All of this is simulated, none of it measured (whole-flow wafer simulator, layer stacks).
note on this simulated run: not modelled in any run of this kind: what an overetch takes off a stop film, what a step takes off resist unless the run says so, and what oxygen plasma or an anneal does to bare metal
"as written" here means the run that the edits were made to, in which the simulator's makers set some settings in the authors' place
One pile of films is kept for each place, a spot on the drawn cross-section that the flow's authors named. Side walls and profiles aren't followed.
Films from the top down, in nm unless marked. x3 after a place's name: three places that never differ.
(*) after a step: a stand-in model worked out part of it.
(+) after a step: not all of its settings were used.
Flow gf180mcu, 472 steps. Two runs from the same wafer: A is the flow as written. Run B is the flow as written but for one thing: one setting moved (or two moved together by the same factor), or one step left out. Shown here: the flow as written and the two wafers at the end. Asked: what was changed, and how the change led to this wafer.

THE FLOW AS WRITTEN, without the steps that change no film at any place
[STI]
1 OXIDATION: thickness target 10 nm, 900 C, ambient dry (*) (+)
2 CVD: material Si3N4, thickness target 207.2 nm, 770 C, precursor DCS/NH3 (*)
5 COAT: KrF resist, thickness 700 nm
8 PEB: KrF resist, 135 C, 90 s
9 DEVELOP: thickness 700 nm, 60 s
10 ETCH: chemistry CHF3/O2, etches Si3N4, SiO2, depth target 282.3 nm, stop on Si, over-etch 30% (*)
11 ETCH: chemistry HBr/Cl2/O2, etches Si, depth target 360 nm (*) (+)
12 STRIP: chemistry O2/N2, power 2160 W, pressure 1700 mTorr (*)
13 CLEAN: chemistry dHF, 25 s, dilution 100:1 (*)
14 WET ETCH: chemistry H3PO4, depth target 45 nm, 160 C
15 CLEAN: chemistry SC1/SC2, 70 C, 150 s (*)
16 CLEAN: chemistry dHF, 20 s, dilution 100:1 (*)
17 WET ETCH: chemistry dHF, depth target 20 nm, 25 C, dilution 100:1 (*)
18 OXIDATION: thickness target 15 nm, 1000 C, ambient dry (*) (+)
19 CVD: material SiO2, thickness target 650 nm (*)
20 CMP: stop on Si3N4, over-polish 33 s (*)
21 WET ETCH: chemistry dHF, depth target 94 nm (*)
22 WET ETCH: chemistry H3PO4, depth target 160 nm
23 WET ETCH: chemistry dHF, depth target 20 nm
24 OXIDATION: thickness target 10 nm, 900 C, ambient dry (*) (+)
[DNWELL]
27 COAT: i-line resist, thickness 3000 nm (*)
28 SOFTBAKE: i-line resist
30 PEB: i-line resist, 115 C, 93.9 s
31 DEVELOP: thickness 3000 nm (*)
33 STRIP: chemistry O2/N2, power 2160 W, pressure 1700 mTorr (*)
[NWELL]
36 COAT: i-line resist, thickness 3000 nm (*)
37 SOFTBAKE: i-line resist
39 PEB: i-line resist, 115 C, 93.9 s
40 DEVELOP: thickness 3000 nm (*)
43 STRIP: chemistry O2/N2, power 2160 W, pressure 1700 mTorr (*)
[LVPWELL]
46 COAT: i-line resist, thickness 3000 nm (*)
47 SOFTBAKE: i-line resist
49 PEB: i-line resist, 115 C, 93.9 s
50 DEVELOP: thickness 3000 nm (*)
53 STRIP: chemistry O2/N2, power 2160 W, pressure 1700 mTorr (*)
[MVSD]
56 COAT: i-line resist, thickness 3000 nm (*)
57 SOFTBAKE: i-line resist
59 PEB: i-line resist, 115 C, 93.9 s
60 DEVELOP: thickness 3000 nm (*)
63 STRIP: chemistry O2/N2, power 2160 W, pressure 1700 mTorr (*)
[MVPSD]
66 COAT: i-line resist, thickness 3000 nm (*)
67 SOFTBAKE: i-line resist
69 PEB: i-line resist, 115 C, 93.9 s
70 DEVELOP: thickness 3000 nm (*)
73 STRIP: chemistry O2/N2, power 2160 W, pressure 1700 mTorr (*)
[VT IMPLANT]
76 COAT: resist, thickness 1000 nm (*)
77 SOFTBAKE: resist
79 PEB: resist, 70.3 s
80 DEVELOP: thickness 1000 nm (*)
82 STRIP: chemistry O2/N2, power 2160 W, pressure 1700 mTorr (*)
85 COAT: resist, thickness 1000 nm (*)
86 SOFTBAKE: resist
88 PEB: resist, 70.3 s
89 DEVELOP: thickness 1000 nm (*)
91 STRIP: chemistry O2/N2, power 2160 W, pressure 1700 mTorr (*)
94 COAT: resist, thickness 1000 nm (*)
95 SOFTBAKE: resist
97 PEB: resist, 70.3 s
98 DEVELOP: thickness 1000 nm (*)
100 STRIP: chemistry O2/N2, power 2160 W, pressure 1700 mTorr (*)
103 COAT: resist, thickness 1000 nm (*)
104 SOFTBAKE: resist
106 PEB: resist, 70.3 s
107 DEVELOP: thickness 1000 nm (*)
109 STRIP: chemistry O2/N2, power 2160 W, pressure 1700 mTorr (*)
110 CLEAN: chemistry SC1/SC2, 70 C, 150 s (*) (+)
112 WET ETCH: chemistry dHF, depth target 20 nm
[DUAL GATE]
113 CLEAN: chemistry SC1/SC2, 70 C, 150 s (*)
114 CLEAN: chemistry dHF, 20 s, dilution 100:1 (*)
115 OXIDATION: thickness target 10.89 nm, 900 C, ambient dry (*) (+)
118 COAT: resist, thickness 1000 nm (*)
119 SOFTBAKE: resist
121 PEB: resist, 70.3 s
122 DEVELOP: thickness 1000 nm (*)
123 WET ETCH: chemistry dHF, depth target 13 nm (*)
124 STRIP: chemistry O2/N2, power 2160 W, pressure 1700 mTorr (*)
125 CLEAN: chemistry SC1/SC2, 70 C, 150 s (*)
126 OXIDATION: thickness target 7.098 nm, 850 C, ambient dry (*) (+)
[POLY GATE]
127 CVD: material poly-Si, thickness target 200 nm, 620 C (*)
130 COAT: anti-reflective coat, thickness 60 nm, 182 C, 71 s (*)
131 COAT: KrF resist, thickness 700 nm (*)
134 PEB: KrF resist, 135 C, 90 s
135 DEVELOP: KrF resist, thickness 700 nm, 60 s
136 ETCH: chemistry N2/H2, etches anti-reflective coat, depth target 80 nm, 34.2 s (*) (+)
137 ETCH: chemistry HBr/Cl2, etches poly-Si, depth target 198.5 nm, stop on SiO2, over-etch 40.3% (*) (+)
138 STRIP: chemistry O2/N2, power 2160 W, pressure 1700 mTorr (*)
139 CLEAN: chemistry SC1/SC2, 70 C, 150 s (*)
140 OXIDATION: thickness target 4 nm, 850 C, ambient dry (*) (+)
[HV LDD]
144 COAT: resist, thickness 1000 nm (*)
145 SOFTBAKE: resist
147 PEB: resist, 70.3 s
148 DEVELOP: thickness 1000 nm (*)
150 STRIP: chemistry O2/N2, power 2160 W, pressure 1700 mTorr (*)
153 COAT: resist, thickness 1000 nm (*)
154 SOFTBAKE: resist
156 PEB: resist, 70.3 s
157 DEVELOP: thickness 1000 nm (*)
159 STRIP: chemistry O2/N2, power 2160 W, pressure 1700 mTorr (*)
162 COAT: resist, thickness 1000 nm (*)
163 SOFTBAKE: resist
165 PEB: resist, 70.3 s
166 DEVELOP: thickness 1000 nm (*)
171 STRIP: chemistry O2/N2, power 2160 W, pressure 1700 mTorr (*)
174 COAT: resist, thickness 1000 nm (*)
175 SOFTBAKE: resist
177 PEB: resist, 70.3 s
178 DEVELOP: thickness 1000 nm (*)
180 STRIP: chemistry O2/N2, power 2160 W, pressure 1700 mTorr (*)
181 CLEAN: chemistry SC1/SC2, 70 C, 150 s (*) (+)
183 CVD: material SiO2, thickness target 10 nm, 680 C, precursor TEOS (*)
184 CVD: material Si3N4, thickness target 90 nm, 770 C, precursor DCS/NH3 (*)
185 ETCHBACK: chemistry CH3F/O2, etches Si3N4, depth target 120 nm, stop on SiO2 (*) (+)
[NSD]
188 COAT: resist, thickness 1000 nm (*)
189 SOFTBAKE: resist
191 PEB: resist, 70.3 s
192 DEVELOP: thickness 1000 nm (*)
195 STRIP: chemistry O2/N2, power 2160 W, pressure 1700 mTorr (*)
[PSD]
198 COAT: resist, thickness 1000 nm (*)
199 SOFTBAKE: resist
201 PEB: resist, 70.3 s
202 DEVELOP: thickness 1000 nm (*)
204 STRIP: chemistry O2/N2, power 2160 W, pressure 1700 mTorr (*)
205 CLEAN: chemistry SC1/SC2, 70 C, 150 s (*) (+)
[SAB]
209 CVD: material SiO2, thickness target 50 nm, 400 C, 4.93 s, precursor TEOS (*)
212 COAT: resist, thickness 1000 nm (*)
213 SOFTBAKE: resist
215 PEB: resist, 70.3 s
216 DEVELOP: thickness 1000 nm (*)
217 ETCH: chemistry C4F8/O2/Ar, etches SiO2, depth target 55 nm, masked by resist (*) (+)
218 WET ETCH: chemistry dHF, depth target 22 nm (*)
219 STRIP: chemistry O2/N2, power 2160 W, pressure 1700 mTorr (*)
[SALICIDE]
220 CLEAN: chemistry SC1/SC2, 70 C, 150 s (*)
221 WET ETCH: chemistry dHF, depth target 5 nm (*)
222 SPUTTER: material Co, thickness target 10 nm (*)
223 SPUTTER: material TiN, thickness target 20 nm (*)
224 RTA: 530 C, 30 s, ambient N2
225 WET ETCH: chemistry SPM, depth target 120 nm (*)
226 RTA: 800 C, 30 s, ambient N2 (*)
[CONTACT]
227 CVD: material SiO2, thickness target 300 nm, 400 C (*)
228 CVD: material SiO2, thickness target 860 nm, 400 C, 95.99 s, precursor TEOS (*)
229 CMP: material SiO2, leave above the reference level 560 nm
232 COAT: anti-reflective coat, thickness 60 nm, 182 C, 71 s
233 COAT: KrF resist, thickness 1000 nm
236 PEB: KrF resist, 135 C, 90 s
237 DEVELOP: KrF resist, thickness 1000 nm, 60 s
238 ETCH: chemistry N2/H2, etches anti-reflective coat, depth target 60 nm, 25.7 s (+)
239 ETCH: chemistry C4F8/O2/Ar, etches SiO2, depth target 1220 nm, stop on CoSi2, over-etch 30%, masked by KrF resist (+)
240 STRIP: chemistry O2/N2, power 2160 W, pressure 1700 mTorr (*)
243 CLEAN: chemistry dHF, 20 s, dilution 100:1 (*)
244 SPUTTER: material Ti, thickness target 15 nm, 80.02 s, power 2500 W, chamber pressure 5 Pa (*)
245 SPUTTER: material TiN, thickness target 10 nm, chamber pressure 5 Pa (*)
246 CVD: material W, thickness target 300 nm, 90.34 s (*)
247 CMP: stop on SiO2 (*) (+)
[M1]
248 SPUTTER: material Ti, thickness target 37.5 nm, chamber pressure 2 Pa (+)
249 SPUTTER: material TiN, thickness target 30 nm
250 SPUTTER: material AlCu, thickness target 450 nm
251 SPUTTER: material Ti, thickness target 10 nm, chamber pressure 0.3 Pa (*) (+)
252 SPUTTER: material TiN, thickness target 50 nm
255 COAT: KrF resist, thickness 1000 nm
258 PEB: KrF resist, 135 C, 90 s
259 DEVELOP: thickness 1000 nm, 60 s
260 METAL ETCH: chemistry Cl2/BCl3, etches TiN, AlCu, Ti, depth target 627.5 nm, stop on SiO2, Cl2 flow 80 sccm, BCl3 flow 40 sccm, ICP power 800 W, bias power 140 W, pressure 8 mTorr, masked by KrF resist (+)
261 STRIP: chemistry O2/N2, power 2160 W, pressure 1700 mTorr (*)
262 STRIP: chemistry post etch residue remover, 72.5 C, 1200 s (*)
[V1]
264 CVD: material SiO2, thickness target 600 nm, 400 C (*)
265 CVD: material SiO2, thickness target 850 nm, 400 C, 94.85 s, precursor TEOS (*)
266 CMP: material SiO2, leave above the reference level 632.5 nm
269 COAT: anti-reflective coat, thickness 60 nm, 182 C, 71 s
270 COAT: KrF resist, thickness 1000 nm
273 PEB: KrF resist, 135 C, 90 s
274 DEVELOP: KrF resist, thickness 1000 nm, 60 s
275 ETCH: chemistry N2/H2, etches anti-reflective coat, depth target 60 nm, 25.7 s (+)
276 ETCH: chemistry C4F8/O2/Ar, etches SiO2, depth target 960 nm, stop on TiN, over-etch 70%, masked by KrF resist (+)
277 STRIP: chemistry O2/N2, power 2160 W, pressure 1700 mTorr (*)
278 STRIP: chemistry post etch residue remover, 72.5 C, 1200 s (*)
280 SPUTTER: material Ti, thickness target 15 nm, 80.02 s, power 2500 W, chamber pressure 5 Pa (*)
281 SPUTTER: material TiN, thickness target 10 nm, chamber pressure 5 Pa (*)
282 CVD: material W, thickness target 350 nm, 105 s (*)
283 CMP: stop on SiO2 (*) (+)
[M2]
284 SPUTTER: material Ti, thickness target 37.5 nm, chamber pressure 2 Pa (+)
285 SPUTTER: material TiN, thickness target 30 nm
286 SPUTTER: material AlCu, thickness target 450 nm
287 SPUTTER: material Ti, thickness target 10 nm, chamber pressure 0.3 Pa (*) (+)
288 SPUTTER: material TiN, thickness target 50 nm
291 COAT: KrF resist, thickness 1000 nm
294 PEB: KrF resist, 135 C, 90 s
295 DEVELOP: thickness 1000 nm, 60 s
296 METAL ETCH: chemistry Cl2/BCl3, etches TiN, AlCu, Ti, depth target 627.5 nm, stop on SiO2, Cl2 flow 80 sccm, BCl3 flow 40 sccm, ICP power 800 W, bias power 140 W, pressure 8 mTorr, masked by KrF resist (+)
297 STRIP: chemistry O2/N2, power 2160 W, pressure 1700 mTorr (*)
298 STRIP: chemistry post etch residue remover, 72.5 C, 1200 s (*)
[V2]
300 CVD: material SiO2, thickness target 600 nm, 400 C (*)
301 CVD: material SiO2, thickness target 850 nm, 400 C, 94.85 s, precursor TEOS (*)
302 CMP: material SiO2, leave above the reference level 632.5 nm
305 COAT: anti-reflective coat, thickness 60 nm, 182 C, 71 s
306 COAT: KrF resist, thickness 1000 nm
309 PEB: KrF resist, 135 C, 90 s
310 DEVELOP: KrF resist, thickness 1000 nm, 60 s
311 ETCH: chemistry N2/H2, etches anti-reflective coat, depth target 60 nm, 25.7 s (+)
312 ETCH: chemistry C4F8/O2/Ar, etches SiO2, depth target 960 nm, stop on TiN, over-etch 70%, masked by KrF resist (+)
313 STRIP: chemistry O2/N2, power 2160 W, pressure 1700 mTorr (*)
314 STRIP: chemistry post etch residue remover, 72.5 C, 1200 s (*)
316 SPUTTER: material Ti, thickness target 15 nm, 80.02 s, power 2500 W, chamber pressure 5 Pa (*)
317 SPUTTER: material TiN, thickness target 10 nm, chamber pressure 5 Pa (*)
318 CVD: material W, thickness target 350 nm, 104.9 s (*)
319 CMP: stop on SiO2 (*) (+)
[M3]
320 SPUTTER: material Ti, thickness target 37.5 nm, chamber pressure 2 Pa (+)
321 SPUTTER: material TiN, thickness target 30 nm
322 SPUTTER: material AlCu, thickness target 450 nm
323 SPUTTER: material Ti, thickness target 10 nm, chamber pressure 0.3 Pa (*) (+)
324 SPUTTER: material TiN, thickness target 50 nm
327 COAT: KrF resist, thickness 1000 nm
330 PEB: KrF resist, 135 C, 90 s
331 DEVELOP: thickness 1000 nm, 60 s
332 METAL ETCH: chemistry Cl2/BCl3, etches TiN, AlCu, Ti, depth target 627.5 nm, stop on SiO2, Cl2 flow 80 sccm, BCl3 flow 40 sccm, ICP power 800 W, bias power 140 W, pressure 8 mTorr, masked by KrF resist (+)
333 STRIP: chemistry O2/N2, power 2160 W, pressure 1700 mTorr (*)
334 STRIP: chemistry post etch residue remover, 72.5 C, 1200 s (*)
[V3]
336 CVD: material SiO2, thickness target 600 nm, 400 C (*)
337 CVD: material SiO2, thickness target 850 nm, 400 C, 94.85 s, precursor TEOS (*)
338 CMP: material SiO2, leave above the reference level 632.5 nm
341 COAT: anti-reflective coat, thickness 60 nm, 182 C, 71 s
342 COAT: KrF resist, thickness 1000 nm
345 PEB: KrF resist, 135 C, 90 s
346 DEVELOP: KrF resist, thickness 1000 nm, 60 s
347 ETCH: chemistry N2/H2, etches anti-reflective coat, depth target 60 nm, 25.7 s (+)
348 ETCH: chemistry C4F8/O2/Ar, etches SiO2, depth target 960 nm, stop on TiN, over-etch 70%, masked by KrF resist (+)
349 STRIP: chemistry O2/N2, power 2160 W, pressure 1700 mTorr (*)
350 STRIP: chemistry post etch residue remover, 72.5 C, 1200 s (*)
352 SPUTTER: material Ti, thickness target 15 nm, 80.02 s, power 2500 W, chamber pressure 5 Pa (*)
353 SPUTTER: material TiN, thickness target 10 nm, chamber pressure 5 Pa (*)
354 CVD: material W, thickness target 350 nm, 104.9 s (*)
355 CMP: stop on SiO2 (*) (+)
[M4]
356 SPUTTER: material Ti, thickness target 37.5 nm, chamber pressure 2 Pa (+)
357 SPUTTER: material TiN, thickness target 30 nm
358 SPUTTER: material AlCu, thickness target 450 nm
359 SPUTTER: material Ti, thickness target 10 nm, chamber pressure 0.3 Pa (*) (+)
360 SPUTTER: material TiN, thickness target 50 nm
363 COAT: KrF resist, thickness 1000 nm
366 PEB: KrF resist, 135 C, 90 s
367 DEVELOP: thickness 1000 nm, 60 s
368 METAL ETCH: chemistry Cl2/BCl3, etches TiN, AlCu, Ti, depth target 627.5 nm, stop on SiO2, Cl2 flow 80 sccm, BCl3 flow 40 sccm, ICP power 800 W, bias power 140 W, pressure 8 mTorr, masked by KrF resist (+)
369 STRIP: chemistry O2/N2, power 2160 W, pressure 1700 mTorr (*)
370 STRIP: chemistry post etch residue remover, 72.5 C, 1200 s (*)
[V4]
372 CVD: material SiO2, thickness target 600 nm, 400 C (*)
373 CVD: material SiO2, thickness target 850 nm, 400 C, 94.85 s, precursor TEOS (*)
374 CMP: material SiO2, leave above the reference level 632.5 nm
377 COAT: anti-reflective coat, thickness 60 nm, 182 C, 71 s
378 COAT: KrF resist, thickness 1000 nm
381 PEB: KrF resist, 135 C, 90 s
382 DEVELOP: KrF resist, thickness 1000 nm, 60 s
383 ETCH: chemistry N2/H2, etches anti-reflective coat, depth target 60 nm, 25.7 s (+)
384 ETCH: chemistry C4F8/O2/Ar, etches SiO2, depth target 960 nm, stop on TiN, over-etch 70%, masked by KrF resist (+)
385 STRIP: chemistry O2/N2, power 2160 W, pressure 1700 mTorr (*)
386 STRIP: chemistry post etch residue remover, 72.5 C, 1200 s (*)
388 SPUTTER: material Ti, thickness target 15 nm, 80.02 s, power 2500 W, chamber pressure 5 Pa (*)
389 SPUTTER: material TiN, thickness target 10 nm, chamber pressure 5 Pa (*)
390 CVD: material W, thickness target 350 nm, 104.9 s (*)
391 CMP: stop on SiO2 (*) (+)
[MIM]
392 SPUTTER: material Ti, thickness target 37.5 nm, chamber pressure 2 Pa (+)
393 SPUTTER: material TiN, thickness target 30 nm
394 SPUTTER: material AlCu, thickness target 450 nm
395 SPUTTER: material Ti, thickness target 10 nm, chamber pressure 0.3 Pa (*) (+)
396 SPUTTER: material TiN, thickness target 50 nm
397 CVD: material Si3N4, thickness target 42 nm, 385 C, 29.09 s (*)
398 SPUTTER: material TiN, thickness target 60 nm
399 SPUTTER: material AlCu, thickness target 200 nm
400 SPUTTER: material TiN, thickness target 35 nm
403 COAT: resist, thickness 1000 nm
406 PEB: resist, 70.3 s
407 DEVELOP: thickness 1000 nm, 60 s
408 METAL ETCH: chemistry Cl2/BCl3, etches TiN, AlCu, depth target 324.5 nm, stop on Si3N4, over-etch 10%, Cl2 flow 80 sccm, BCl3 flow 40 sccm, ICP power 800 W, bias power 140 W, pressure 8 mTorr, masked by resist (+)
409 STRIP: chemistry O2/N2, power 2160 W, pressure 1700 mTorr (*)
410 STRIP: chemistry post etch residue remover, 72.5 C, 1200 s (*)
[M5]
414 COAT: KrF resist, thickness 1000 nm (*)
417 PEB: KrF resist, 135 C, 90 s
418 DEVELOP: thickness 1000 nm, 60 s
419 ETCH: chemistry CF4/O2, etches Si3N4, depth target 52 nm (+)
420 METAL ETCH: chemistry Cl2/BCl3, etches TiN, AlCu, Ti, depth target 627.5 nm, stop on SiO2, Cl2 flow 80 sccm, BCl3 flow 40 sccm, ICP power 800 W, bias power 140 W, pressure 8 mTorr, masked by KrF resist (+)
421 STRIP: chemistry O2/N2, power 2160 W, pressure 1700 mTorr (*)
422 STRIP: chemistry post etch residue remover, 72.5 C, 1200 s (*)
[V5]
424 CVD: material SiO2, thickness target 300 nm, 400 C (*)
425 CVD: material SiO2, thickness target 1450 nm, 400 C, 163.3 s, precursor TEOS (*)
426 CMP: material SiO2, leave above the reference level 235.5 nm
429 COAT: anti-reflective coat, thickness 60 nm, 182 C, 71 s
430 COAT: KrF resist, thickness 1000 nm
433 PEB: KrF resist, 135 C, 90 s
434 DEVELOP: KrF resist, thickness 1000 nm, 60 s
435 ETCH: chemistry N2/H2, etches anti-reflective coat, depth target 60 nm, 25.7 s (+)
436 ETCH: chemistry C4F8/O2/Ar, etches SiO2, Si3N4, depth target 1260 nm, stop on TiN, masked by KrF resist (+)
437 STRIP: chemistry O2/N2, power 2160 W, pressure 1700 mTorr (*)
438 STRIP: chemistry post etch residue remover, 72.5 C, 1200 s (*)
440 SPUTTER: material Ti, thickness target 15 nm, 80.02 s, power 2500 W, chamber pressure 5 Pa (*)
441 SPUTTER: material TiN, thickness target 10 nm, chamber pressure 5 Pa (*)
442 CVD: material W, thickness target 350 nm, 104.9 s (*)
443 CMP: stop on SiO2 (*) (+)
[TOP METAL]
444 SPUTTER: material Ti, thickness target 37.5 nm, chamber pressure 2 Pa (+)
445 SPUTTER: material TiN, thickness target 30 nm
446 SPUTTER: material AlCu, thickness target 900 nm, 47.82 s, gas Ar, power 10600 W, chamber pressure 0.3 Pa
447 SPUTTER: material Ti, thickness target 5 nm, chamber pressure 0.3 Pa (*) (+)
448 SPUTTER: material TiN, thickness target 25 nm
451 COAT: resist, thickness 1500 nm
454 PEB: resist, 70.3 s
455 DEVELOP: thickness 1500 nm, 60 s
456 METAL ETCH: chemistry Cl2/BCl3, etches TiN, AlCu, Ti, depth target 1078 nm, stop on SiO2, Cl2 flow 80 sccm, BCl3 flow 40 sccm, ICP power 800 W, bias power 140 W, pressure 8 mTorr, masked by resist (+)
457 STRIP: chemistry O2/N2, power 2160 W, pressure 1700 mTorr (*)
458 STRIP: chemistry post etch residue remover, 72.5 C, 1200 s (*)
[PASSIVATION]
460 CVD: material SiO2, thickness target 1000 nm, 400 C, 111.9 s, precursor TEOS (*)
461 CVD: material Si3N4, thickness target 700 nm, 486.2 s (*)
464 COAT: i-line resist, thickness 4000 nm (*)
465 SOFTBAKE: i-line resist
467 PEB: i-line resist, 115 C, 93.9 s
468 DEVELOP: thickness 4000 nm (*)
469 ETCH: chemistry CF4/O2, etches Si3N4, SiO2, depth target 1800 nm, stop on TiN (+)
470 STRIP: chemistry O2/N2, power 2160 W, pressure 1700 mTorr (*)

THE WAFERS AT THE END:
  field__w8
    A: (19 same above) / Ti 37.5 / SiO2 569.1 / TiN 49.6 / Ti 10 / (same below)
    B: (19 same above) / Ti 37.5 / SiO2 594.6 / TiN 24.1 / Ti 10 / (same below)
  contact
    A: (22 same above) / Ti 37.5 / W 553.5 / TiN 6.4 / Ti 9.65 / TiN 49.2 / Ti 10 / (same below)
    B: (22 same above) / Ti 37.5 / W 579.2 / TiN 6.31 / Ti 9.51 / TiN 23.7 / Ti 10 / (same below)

The cause: step 324, SPUTTER: thickness target 24.5 nm was run, where the flow has thickness target 50 nm.

How the change led to this, step by step:
  324 SPUTTER: material TiN, thickness target 50 nm
      field, field__w1, field__w2 and 108 more: A TiN +50 (new film) | B TiN +24.5 (new film)
  332 METAL ETCH: chemistry Cl2/BCl3, etches TiN, AlCu, Ti, depth target 627.5 nm, stop on SiO2, Cl2 flow 80 sccm, BCl3 flow 40 sccm, ICP power 800 W, bias power 140 W, pressure 8 mTorr, masked by KrF resist (+)
      field, field__w1, field__w2 and 103 more: A TiN -50 (all of it), Ti -10 (all of it), AlCu -450 (all of it), TiN -30 (all of it), Ti -37.5 (all of it) | B TiN -24.5 (all of it), Ti -10 (all of it), AlCu -450 (all of it), TiN -30 (all of it), Ti -37.5 (all of it)
  338 CMP: material SiO2, leave above the reference level 632.5 nm
      field__w8, contact, m1, m1__w1, m1_nw: A SiO2 -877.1 | B SiO2 -851.6
  348 ETCH: chemistry C4F8/O2/Ar, etches SiO2, depth target 960 nm, stop on TiN, over-etch 70%, masked by KrF resist (+)
      contact: A SiO2 -572.5 (all of it) | B SiO2 -598 (all of it)
  354 CVD: material W, thickness target 350 nm, 104.9 s (*)
      contact: A W +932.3 (new film) | B W +958 (new film)
